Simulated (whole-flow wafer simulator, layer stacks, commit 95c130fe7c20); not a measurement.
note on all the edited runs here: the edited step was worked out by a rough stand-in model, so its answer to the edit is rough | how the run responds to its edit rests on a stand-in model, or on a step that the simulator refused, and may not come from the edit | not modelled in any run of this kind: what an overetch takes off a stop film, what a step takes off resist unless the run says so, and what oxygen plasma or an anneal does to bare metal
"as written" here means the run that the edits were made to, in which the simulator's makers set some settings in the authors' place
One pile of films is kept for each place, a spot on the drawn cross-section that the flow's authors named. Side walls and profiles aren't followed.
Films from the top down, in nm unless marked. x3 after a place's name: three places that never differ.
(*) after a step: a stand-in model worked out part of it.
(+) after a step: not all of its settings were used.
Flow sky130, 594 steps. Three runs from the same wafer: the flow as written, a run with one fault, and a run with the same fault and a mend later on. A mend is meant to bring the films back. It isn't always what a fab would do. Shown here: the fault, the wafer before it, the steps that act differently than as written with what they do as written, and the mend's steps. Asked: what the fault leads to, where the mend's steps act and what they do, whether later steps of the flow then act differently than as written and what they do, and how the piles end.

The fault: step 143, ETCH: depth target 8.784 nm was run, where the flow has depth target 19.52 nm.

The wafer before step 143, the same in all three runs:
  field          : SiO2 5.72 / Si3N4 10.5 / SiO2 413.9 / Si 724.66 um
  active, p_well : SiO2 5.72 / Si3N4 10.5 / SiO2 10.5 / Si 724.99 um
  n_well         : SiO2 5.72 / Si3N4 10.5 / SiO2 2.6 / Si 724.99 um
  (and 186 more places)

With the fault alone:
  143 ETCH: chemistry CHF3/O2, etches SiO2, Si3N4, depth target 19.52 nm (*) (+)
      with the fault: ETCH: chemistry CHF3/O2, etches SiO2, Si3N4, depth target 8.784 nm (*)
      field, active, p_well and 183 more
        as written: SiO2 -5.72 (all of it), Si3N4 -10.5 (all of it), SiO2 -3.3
        with the fault: SiO2 -5.72 (all of it), Si3N4 -3.06
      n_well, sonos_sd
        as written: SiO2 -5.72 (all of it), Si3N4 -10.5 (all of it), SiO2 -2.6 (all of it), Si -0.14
        with the fault: SiO2 -5.72 (all of it), Si3N4 -3.06
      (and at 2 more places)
  Later steps of the flow that act differently than as written (46 more steps differ only slightly, by at most 2% or 0.5 nm, whichever is larger, and aren't shown):
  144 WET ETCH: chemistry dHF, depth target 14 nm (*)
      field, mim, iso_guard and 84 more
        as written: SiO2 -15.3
        with the fault: Si3N4 -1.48
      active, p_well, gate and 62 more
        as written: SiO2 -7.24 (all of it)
        with the fault: Si3N4 -1.48
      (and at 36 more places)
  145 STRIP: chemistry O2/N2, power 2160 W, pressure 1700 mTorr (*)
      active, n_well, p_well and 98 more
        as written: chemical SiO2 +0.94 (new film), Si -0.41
        with the fault: nothing
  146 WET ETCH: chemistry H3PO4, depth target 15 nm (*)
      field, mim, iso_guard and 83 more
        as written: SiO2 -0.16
        with the fault: Si3N4 -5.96 (all of it), SiO2 -0.1
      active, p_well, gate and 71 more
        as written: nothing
        with the fault: Si3N4 -5.96 (all of it)
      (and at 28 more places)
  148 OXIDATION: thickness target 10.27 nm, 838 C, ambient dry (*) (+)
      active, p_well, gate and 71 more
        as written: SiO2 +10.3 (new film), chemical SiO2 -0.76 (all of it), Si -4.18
        with the fault: SiO2 +6.52, Si -2.87
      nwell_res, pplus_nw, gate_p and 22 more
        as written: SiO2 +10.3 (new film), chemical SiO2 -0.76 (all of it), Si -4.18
        with the fault: SiO2 +6.54, Si -2.88
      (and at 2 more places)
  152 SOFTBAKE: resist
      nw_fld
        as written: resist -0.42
        with the fault: resist +1.42
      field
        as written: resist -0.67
        with the fault: resist -0.04
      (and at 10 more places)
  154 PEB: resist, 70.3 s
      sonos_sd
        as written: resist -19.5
        with the fault: resist -20.1
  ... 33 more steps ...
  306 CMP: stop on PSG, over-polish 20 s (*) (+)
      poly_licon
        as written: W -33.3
        with the fault: W -50.1
  At the end the piles differ from the flow's by more than 2% or 0.5 nm, whichever is larger, at field, gate_hv, m1 and 127 more.
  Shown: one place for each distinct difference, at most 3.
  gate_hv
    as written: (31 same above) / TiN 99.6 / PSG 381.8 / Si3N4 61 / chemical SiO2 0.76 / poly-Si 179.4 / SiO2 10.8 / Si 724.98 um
    with the fault: (31 same above) / TiN 99.6 / PSG 375.5 / Si3N4 61 / chemical SiO2 0.76 / poly-Si 179.4 / SiO2 17.1 / Si 724.99 um
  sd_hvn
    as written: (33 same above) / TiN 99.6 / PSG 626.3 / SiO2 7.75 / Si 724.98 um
    with the fault: (33 same above) / TiN 99.6 / PSG 620.1 / SiO2 13.9 / Si 724.98 um
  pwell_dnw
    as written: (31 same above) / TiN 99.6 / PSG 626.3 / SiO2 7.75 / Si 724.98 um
    with the fault: (31 same above) / TiN 99.6 / PSG 620.1 / SiO2 13.9 / Si 724.98 um

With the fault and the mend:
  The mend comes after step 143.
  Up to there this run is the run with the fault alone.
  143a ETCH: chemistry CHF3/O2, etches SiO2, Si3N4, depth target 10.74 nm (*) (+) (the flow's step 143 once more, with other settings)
      field, active, p_well and 183 more
        Si3N4 -7.44 (all of it), SiO2 -3.3
      n_well, sonos_sd
        Si3N4 -7.44 (all of it), SiO2 -2.6 (all of it), Si -0.14
      sonos_cell, sonos_cell_x
        resist -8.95
  No later step of the flow acts differently than as written, at any place that is followed, by more than 2% or 0.5 nm, whichever is larger.
  At the end the piles are the same as the flow's at every place that both follow.
